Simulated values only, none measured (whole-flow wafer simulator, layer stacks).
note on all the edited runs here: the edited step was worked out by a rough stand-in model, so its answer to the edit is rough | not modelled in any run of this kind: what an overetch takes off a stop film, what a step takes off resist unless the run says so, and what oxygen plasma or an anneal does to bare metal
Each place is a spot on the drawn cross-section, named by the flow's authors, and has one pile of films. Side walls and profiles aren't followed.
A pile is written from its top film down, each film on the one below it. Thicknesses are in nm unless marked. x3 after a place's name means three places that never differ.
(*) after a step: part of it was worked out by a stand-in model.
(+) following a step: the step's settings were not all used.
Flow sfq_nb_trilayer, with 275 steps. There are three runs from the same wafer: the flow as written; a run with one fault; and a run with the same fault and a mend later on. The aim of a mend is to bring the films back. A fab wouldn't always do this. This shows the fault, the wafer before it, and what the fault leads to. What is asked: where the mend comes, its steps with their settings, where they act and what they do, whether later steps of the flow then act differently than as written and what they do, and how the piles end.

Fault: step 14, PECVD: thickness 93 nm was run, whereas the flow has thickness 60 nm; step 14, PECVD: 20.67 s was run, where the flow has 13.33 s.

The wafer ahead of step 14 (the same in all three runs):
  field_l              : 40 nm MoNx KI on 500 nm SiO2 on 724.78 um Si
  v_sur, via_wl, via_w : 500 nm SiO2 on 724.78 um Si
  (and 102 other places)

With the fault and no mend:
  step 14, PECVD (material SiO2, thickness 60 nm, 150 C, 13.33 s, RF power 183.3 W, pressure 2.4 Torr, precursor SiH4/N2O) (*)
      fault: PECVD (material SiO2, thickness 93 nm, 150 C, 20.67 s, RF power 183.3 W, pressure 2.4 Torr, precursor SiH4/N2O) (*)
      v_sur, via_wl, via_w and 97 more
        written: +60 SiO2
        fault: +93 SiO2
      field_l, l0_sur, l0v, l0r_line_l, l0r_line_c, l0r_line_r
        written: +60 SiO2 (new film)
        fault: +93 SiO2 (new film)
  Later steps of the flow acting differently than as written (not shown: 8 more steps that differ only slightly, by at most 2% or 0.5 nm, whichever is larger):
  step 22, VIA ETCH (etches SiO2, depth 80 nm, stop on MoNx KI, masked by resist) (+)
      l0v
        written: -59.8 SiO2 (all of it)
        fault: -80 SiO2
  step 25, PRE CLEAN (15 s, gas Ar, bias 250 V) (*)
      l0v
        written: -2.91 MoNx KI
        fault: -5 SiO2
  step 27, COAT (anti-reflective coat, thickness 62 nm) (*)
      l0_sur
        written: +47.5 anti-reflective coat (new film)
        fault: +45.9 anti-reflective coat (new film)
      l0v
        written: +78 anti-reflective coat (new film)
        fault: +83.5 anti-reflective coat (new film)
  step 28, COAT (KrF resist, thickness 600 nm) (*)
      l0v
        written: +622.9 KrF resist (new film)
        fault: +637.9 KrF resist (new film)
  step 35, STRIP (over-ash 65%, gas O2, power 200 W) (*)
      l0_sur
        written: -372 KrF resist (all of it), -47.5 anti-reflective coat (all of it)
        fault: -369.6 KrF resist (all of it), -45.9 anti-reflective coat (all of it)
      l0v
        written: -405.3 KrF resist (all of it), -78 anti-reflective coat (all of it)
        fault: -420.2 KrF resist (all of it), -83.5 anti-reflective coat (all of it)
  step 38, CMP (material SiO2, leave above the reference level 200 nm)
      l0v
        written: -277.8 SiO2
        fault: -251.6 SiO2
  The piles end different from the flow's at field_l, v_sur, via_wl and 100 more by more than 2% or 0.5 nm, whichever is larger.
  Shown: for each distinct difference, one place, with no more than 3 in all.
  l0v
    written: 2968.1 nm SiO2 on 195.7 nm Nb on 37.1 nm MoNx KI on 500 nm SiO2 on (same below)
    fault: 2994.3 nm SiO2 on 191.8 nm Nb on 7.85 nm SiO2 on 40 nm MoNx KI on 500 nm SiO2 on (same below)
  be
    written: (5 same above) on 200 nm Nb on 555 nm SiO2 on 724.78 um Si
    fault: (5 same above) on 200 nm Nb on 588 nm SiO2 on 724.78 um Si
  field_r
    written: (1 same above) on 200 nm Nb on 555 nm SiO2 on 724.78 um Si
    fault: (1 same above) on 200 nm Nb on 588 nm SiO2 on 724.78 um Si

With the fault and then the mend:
  After step 20 comes the mend.
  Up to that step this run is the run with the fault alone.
  step 20a, STRIP (over-ash 65%, gas O2, power 200 W) (*)
      p4_fl x3, p4_w1 x9, p4_g1 x2 and 59 more
        -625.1 KrF resist (all of it), -62 anti-reflective coat (all of it)
      ce_l, c5j, ce_r, sp_r, be_r, r_sur
        -632 KrF resist (all of it), -63.7 anti-reflective coat (all of it)
      gap, jj_sur, res
        -632.1 KrF resist (all of it), -63.7 anti-reflective coat (all of it)
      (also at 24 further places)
  step 20b, VIA ETCH (etches SiO2, depth 33 nm)
      field_l, v_sur, via_wl and 103 more
        -33 SiO2
  step 20c, COAT (anti-reflective coat, thickness 62 nm) (*) (the flow's step 15 again)
      p4_fl x3, p4_w1 x9, p4_g1 x2 and 59 more
        +62 anti-reflective coat (new film)
      be_sur, gap, jj_sur and 8 more
        +63.7 anti-reflective coat (new film)
      wire, be, moat, field_r
        +63.8 anti-reflective coat (new film)
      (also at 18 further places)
  step 20d, COAT (KrF resist, thickness 650 nm) (*) (the flow's step 16 again)
      p4_fl x3, p4_w1 x9, p4_g1 x2 and 59 more
        +650 KrF resist (new film)
      ce_l, c5j, ce_r, sp_r, be_r
        +656.9 KrF resist (new film)
      gap, jj_sur, r_sur, res
        +657 KrF resist (new film)
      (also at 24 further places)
  step 20e, SOFTBAKE (KrF resist) (the flow's step 17 again)
      alters no film at any place that is followed
  step 20f, EXPOSE (photomask L0V, dose 12.41 mJ/cm2, NA 0.6, wavelength 248 nm) (*) (the flow's step 18 again)
      alters no film at any place that is followed
  step 20g, PEB (KrF resist, 90 s) (the flow's step 19 again)
      p4_fl x3, p4_w1 x9, p4_g1 x2 and 59 more
        -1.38 KrF resist
      via_v, wire, be and 15 more
        -1.39 KrF resist
      v_sur, via_w, via_wr, via_sp, lsp_m, ln_m6, lsp_r
        -1.4 KrF resist
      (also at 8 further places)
  step 20h, DEVELOP (KrF resist, thickness 650 nm, 60 s) (the flow's step 20 again)
      field_l, v_sur, via_wl and 102 more
        -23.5 KrF resist
      l0v
        -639 KrF resist (all of it)
  Every later step of the flow that is run acts as written, at every place that is followed, to within 2% or 0.5 nm, whichever is larger.
  The piles end the same as the flow's at every place that both follow.
